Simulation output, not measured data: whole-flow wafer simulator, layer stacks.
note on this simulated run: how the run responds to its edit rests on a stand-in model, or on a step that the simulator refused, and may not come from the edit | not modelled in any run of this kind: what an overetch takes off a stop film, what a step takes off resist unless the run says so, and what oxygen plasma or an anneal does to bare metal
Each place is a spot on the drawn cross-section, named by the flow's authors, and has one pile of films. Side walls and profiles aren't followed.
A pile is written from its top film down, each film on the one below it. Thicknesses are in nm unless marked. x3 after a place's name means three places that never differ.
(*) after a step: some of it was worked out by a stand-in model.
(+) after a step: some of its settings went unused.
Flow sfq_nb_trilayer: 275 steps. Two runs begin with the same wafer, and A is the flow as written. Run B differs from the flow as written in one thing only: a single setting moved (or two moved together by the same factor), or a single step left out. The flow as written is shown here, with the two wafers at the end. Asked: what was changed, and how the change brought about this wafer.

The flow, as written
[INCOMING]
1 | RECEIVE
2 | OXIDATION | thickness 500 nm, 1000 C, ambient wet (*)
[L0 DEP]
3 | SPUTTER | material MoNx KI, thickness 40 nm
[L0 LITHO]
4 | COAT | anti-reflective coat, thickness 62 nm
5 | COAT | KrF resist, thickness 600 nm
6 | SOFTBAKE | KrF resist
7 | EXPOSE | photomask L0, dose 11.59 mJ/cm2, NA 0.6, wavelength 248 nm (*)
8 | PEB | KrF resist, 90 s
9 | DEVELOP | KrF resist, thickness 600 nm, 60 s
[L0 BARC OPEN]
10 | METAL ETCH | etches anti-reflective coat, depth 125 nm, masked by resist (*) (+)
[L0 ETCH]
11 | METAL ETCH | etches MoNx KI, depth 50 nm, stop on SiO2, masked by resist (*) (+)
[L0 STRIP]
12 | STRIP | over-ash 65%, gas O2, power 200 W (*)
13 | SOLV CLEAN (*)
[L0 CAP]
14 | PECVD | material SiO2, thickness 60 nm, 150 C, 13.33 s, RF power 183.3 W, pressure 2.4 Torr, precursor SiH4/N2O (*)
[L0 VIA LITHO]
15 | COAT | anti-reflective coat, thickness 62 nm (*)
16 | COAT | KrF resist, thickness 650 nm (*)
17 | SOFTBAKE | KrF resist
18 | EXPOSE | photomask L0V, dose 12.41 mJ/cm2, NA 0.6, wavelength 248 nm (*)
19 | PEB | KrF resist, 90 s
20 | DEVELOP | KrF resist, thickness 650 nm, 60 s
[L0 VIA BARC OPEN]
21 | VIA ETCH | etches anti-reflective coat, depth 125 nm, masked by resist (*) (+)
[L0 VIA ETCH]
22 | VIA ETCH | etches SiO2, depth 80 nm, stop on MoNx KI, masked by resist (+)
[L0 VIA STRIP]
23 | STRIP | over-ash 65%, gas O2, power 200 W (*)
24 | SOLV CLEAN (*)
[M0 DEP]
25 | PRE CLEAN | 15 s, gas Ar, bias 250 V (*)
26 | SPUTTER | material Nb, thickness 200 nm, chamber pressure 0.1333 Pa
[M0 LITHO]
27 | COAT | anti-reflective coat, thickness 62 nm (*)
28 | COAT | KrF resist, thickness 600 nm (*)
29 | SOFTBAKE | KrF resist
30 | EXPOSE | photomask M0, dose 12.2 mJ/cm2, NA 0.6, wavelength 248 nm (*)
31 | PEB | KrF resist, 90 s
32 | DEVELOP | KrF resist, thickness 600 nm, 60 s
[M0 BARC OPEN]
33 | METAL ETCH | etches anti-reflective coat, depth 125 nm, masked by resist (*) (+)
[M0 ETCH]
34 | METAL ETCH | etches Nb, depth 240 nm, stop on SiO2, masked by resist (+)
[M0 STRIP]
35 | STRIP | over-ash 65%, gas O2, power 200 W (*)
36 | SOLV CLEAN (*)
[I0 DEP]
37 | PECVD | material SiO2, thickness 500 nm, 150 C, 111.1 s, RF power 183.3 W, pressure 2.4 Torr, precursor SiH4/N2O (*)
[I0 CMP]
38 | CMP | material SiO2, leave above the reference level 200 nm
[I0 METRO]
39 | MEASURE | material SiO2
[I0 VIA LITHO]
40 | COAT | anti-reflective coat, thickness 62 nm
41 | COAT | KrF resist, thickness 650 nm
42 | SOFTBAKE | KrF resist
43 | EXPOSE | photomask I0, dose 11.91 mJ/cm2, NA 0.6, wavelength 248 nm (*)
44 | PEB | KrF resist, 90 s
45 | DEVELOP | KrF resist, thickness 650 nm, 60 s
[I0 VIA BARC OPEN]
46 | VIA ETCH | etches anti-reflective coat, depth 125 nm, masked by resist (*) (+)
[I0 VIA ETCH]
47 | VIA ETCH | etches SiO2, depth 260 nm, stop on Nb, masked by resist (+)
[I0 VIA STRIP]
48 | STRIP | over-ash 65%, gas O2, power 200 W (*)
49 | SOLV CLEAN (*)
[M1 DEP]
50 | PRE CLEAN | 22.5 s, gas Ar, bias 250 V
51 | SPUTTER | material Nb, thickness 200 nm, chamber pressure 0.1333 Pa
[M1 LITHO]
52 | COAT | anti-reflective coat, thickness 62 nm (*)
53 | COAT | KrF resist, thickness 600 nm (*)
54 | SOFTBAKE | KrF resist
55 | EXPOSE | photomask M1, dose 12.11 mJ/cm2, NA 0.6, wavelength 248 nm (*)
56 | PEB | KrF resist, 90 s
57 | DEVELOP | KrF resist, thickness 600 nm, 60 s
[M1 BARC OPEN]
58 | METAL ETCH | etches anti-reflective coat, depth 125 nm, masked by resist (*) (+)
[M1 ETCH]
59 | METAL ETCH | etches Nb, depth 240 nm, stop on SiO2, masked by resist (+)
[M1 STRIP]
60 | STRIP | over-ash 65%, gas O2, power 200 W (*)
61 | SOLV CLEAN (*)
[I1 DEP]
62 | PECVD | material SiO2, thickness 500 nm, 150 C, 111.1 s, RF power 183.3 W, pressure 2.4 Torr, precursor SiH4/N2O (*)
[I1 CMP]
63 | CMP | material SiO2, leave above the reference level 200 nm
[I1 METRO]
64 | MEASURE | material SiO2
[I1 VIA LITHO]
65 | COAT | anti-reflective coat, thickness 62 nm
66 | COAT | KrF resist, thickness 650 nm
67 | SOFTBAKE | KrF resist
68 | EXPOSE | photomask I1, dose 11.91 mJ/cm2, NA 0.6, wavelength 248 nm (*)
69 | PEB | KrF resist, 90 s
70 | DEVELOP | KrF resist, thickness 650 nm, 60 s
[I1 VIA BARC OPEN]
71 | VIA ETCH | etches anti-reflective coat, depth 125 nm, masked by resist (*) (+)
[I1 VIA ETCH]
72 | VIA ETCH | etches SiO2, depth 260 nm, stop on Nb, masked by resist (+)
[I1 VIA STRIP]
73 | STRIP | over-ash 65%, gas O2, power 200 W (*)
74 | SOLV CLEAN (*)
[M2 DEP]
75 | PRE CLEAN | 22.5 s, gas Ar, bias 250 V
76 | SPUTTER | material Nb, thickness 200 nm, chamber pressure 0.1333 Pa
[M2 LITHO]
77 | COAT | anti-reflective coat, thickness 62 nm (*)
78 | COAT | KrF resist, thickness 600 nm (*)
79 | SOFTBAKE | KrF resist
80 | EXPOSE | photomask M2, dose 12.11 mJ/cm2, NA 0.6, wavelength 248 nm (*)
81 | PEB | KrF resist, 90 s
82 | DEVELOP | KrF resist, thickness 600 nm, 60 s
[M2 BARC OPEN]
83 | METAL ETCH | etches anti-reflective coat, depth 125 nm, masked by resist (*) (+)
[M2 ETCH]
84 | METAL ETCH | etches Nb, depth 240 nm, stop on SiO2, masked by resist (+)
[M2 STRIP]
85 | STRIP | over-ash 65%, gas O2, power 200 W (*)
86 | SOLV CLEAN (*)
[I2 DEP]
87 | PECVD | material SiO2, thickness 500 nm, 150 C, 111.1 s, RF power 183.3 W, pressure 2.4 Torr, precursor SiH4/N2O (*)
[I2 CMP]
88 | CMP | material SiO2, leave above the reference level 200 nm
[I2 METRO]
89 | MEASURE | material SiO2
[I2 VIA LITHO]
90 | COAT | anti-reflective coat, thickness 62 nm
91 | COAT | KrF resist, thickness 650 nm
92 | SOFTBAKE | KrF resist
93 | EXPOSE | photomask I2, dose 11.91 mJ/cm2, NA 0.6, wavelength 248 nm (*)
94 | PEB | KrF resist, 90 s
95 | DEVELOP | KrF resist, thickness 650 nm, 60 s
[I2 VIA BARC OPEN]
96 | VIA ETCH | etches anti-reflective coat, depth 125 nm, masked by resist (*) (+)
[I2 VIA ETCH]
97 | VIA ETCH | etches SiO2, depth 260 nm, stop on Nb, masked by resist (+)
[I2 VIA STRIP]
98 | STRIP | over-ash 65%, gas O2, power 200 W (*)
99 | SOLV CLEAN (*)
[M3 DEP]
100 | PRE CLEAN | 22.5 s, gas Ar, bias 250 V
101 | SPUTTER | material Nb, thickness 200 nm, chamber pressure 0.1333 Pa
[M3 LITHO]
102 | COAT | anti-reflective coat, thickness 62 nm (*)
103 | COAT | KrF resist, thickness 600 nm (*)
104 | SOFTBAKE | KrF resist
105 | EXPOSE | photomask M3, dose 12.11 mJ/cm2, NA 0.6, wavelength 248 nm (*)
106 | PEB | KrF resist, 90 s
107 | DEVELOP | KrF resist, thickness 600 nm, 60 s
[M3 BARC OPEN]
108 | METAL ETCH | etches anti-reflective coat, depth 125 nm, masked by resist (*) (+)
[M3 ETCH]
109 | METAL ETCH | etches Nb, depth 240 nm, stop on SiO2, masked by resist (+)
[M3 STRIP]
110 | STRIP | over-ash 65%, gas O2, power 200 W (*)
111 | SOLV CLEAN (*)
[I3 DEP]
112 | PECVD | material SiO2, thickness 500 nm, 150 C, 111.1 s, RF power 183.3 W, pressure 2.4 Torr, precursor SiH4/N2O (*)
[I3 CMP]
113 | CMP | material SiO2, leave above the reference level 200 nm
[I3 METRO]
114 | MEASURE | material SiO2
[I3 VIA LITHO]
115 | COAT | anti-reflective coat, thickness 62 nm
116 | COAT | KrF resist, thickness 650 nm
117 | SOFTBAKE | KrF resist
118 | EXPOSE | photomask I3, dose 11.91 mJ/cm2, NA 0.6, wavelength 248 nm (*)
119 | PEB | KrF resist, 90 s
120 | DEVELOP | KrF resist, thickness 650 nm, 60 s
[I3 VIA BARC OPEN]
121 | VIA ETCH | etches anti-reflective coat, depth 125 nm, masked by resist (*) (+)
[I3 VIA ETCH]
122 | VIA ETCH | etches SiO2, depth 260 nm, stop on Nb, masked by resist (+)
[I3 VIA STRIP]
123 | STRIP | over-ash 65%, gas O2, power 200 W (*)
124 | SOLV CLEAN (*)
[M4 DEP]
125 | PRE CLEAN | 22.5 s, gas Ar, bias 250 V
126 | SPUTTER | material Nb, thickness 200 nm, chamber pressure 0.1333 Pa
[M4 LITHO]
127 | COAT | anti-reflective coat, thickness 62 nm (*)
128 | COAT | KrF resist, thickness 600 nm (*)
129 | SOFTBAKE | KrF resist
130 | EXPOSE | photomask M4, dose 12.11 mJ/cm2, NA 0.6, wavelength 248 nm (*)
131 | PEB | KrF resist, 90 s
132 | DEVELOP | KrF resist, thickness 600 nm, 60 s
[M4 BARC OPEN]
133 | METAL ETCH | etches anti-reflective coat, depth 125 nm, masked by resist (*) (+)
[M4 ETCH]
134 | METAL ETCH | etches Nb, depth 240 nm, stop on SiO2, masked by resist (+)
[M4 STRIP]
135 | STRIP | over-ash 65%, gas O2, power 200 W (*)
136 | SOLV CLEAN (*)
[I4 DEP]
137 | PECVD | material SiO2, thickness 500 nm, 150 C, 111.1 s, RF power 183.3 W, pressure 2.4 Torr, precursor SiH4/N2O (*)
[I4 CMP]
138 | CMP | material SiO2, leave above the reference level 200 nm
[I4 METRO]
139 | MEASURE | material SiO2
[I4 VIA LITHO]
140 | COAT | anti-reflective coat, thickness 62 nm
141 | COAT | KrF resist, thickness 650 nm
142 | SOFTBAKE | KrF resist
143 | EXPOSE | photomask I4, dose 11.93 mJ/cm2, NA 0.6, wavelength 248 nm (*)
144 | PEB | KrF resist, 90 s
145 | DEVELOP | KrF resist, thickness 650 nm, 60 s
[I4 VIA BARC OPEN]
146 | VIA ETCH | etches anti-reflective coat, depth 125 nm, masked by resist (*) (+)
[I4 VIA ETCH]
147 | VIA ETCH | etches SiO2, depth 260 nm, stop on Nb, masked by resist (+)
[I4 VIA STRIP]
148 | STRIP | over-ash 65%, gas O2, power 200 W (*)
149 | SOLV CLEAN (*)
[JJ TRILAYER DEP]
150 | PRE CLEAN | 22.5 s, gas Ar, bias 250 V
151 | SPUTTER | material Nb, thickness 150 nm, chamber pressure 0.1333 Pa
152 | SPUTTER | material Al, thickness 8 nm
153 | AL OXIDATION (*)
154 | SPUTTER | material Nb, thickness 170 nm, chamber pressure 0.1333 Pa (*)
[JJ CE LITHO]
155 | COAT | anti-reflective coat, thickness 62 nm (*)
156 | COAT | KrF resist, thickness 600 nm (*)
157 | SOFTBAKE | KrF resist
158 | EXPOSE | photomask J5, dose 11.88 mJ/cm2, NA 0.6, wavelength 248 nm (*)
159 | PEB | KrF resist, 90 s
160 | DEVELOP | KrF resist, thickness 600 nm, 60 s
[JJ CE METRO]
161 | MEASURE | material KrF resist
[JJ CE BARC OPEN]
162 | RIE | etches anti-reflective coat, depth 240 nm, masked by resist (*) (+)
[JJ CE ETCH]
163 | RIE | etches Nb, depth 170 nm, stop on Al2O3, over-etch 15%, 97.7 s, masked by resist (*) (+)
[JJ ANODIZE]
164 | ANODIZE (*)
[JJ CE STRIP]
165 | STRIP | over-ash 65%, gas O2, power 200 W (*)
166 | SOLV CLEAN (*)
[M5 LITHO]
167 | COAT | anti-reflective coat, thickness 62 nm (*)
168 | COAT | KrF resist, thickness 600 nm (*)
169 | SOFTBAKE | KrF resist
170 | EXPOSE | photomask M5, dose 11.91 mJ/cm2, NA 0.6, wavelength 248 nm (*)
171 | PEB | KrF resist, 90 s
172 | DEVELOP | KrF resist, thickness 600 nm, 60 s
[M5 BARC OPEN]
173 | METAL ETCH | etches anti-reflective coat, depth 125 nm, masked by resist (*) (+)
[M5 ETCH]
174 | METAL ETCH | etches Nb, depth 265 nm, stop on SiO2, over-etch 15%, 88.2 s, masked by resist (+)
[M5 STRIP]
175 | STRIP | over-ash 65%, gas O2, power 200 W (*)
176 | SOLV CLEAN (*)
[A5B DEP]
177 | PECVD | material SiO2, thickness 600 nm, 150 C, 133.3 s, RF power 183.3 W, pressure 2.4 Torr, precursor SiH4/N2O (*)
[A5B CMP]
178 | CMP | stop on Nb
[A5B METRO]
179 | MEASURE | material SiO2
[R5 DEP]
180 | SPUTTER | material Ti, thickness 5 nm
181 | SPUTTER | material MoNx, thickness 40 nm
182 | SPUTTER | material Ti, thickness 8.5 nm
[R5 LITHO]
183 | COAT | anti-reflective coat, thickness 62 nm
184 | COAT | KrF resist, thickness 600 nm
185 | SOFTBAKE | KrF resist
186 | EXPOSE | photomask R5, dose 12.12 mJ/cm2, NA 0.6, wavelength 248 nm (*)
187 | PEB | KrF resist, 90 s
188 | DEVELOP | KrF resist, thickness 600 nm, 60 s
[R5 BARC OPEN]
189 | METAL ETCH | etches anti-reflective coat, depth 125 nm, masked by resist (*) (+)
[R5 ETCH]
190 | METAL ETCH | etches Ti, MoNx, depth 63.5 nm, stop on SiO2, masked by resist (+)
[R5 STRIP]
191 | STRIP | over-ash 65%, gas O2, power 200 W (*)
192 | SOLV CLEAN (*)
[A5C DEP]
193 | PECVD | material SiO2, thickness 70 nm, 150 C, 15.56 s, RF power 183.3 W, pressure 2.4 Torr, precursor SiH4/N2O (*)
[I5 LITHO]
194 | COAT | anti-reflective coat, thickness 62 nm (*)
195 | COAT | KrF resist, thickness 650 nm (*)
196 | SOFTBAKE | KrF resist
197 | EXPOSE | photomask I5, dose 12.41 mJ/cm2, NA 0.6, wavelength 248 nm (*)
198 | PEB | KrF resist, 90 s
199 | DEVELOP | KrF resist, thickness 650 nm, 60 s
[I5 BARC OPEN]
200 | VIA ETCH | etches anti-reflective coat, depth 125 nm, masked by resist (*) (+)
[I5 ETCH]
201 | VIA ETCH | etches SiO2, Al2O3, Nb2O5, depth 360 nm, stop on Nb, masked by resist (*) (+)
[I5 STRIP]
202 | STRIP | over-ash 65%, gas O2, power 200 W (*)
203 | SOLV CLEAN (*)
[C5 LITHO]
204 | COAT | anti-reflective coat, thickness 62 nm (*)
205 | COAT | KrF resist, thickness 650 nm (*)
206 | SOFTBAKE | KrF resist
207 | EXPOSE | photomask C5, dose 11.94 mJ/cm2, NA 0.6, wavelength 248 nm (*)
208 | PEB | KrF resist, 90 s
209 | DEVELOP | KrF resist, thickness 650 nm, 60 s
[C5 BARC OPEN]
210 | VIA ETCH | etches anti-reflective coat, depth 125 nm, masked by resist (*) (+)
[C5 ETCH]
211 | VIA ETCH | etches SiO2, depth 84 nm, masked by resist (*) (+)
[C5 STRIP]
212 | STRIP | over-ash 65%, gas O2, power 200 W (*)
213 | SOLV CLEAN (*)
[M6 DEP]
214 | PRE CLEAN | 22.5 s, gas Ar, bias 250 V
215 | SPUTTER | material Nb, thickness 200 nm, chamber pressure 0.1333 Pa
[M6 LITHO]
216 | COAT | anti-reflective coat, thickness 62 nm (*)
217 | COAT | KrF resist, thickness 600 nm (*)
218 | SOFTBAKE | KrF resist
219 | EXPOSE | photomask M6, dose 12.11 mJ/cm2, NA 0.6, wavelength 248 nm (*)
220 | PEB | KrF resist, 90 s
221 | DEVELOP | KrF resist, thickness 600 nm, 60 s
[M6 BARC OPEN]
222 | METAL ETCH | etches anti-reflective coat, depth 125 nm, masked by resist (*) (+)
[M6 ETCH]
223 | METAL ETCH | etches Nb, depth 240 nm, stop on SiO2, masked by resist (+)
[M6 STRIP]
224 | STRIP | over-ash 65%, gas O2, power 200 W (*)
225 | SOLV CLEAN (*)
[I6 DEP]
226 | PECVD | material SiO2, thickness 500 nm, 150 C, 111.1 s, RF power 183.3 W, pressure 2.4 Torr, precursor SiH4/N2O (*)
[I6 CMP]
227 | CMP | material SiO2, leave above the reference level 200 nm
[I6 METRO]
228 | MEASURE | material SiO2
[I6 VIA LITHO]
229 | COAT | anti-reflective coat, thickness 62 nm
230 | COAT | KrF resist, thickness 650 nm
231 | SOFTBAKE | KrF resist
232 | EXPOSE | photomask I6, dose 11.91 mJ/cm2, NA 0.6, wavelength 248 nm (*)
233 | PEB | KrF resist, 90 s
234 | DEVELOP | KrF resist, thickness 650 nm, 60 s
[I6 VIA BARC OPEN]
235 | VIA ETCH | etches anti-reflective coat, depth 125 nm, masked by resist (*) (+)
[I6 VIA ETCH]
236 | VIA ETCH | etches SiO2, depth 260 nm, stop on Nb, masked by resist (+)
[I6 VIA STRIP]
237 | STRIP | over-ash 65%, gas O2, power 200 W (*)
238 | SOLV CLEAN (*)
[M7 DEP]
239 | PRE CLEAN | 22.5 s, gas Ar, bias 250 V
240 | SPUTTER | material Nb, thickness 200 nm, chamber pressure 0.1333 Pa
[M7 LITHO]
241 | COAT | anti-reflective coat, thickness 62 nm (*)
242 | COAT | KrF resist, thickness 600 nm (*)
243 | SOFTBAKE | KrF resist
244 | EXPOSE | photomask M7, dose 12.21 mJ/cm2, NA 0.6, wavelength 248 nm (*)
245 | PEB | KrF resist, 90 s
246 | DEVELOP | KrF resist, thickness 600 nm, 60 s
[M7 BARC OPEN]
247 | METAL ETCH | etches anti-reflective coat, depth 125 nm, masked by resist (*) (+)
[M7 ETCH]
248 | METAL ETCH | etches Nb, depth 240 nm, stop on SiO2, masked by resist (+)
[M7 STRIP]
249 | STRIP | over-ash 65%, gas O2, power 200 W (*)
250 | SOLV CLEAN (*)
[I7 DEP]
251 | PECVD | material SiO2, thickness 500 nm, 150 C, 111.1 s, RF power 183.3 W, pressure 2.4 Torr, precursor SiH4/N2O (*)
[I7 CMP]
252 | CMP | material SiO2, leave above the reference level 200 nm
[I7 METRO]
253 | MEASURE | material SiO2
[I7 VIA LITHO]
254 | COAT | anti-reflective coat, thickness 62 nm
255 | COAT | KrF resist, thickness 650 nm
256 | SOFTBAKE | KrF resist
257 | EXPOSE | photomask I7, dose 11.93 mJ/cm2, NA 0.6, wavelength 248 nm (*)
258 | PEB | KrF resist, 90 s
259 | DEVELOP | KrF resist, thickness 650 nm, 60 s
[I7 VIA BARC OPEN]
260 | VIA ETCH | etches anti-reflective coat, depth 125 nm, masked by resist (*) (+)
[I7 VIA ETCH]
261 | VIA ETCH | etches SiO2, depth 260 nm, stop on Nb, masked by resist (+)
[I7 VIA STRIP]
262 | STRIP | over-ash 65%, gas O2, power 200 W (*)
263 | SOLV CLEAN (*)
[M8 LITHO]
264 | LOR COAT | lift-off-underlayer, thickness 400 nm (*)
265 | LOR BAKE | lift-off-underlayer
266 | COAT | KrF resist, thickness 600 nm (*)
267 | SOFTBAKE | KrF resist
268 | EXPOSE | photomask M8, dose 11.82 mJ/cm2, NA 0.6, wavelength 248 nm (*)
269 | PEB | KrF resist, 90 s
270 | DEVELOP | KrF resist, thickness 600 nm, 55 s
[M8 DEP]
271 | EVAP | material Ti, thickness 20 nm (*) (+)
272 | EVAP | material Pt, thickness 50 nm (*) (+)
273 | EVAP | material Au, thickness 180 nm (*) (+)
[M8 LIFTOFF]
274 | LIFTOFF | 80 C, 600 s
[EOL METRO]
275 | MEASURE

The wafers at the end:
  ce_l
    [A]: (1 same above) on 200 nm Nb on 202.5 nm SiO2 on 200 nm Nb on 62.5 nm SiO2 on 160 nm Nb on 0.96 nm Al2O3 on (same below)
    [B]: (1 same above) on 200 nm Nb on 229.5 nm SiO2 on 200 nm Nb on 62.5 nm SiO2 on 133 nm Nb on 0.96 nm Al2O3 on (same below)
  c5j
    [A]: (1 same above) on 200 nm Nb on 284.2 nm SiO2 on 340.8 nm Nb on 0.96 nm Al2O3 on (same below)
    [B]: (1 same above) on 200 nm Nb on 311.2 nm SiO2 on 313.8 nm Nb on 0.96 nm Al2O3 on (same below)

What caused this: step 190, METAL ETCH: depth 90.5 nm was run, though the flow has depth 63.5 nm.

How this came from the change, step by step:
  190 | METAL ETCH | etches Ti, MoNx, depth 63.5 nm, stop on SiO2, masked by resist (+)
      be_r, r_sur, res, r_end, r5r_line_l, r5r_line_c, r5r_line_r: A -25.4 KrF resist | B -36.2 KrF resist
      ce_l, c5j, ce_r, wl_jj: A -8.5 Ti (all of it), -40 MoNx (all of it), -5 Ti (all of it), -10 Nb | B -8.5 Ti (all of it), -40 MoNx (all of it), -5 Ti (all of it), -37 Nb
  191 | STRIP | over-ash 65%, gas O2, power 200 W (*)
      be_r, r_sur, res, r_end, r5r_line_l, r5r_line_c, r5r_line_r: A -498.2 KrF resist (all of it), -62 anti-reflective coat (all of it) | B -487.4 KrF resist (all of it), -62 anti-reflective coat (all of it)
  194 | COAT | anti-reflective coat, thickness 62 nm (*)
      wl_j_sl, wl_j_sr: A +60.2 anti-reflective coat (new film) | B +56 anti-reflective coat (new film)
      jj_sur: A +60.8 anti-reflective coat (new film) | B +56.6 anti-reflective coat (new film)
      (also at 5 further places)
  195 | COAT | KrF resist, thickness 650 nm (*)
      c5j: A +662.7 KrF resist (new film) | B +676.5 KrF resist (new film)
  202 | STRIP | over-ash 65%, gas O2, power 200 W (*)
      wl_j_sl, wl_j_sr: A -333.3 KrF resist (all of it), -60.2 anti-reflective coat (all of it) | B -333.2 KrF resist (all of it), -56 anti-reflective coat (all of it)
      jj_sur: A -337.2 KrF resist (all of it), -60.8 anti-reflective coat (all of it) | B -337.4 KrF resist (all of it), -56.6 anti-reflective coat (all of it)
      (also at 5 further places)
  204 | COAT | anti-reflective coat, thickness 62 nm (*)
      wl_j_sl, wl_j_sr: A +60.2 anti-reflective coat (new film) | B +56 anti-reflective coat (new film)
      jj_sur: A +59.5 anti-reflective coat (new film) | B +55.2 anti-reflective coat (new film)
      (also at 5 further places)
  205 | COAT | KrF resist, thickness 650 nm (*)
      c5j: A +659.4 KrF resist (new film) | B +673.4 KrF resist (new film)
  209 | DEVELOP | KrF resist, thickness 650 nm, 60 s
      c5j: A -658.1 KrF resist (all of it) | B -671.9 KrF resist (all of it)
  210 | VIA ETCH | etches anti-reflective coat, depth 125 nm, masked by resist (*) (+)
      c5j: A -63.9 anti-reflective coat (all of it), -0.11 SiO2 | B -71.4 anti-reflective coat (all of it), -0.07 SiO2
  212 | STRIP | over-ash 65%, gas O2, power 200 W (*)
      wl_j_sl, wl_j_sr: A -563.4 KrF resist (all of it), -60.2 anti-reflective coat (all of it) | B -563.3 KrF resist (all of it), -56 anti-reflective coat (all of it)
      jj_sur: A -562 KrF resist (all of it), -59.5 anti-reflective coat (all of it) | B -562.2 KrF resist (all of it), -55.2 anti-reflective coat (all of it)
      (also at 4 further places)
  216 | COAT | anti-reflective coat, thickness 62 nm (*)
      wl_j_sl, wl_j_sr: A +60.2 anti-reflective coat (new film) | B +56.1 anti-reflective coat (new film)
      jj_sur: A +56.1 anti-reflective coat (new film) | B +51.7 anti-reflective coat (new film)
      (also at 5 further places)
  217 | COAT | KrF resist, thickness 600 nm (*)
      c5j: A +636 KrF resist (new film) | B +649.5 KrF resist (new film)
      wl_jj: A +604.7 KrF resist (new film) | B +617.4 KrF resist (new film)
  224 | STRIP | over-ash 65%, gas O2, power 200 W (*)
      wl_j_sl, wl_j_sr: A -382.5 KrF resist (all of it), -60.2 anti-reflective coat (all of it) | B -382.2 KrF resist (all of it), -56.1 anti-reflective coat (all of it)
      jj_sur: A -378.5 KrF resist (all of it), -56.1 anti-reflective coat (all of it) | B -378.5 KrF resist (all of it), -51.7 anti-reflective coat (all of it)
      (also at 5 further places)
  227 | CMP | material SiO2, leave above the reference level 200 nm
      ce_l, ce_r, wl_jj: A -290 SiO2 | B -263 SiO2
      c5j: A -223 SiO2 | B -196 SiO2
